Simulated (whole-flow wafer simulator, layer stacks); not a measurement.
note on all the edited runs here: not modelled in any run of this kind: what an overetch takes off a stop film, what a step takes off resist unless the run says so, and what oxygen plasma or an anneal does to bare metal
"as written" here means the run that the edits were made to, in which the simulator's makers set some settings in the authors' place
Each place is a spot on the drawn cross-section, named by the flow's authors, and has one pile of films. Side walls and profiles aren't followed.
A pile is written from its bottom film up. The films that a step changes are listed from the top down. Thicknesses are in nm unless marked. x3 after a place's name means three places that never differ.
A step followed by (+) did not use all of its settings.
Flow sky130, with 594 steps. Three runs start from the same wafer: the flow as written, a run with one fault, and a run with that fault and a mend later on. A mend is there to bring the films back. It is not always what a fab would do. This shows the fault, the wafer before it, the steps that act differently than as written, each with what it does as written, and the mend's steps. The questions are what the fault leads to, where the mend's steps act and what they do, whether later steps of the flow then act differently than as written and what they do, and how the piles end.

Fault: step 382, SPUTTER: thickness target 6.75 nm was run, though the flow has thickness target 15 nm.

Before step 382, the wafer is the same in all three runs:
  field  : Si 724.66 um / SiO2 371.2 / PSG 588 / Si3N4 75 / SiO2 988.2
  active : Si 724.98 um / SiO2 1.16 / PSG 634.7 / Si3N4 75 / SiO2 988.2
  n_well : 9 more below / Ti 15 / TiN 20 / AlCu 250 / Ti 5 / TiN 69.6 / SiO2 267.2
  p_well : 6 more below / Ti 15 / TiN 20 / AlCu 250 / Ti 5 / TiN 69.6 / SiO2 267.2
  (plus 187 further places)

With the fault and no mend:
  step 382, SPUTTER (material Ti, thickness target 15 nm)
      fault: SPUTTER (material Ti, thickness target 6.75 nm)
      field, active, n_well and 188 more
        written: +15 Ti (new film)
        fault: +6.75 Ti (new film)
  Later steps of the flow acting differently than as written (10 other steps are not shown; they differ only slightly, by no more than 2% or 0.5 nm, whichever is larger):
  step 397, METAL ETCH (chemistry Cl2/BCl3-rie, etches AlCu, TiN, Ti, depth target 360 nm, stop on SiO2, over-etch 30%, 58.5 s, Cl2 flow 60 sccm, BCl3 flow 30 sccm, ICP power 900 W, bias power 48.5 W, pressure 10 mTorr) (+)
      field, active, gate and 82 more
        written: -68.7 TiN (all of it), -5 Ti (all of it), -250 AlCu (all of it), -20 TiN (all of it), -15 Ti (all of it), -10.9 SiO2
        fault: -68.7 TiN (all of it), -5 Ti (all of it), -250 AlCu (all of it), -20 TiN (all of it), -6.75 Ti (all of it), -11.8 SiO2
  By the end, the piles at n_well, p_well, gate_hv and 103 more depart from the flow's by more than 2% or 0.5 nm, whichever is larger.
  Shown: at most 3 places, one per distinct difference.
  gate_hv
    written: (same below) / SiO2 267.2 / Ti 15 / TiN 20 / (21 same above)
    fault: (same below) / SiO2 267.2 / Ti 6.75 / TiN 20 / (21 same above)
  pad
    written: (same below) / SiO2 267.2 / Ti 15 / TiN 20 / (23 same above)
    fault: (same below) / SiO2 267.2 / Ti 6.75 / TiN 20 / (23 same above)
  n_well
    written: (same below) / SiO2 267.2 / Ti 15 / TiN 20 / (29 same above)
    fault: (same below) / SiO2 267.2 / Ti 6.75 / TiN 20 / (29 same above)

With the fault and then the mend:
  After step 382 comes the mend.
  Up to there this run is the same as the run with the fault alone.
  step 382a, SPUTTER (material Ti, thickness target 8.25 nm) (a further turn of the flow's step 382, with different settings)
      field, active, n_well and 188 more
        +8.25 Ti
  Every later step of the flow that is run acts as written at every place that is followed.
  By the end, the piles equal the flow's at every place that both follow.
